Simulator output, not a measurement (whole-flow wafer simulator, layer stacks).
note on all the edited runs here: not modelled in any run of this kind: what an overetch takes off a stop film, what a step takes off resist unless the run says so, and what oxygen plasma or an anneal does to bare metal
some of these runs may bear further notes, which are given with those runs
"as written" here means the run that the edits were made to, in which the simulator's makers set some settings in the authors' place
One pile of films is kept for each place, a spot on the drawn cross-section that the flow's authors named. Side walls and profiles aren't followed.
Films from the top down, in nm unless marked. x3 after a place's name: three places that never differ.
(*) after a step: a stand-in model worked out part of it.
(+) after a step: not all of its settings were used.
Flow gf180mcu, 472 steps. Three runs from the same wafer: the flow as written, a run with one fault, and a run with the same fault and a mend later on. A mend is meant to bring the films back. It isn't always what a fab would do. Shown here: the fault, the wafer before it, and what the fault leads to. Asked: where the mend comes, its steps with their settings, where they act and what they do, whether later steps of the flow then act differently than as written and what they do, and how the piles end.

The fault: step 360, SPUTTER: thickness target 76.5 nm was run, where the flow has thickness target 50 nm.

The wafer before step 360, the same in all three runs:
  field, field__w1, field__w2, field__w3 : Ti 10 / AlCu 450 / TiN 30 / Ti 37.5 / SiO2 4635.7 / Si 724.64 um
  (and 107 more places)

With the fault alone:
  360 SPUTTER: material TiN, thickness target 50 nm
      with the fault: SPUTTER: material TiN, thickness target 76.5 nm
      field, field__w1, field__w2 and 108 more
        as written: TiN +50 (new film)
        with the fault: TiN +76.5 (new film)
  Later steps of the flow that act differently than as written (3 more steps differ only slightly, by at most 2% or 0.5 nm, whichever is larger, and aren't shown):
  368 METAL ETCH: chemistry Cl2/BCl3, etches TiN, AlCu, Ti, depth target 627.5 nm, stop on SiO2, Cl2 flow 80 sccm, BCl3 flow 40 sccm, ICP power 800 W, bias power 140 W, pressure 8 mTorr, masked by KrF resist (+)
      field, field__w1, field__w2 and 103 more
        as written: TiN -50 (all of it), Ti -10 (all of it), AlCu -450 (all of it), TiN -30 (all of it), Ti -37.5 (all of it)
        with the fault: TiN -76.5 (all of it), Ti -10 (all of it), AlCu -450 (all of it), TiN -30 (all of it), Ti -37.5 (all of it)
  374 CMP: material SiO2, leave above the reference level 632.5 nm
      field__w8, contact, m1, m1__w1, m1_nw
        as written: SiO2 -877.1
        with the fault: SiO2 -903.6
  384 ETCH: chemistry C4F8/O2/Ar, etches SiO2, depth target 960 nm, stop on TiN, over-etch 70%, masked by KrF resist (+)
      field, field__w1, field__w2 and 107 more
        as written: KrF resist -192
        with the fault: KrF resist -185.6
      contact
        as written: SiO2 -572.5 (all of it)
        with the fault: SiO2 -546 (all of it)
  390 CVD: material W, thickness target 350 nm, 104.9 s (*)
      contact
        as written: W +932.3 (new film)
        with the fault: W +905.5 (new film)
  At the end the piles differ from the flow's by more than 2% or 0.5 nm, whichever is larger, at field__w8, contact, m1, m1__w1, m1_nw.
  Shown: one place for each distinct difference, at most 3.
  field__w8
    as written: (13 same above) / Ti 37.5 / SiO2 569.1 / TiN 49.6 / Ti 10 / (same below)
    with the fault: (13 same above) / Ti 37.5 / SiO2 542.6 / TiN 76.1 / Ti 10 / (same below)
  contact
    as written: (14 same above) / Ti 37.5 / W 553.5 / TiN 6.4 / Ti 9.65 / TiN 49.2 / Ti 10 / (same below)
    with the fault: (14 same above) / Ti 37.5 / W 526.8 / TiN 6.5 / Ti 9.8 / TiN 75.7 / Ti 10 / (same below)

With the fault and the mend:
  The mend comes after step 360.
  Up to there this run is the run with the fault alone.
  360a METAL ETCH: chemistry Cl2/BCl3, etches TiN, AlCu, Ti, depth target 26.5 nm, Cl2 flow 80 sccm, BCl3 flow 40 sccm, ICP power 800 W, bias power 140 W, pressure 8 mTorr (the flow's step 260 once more, with other settings)
      field, field__w1, field__w2 and 108 more
        TiN -26.5
  No later step of the flow acts differently than as written at any place that is followed.
  At the end the piles are the same as the flow's at every place that both follow.
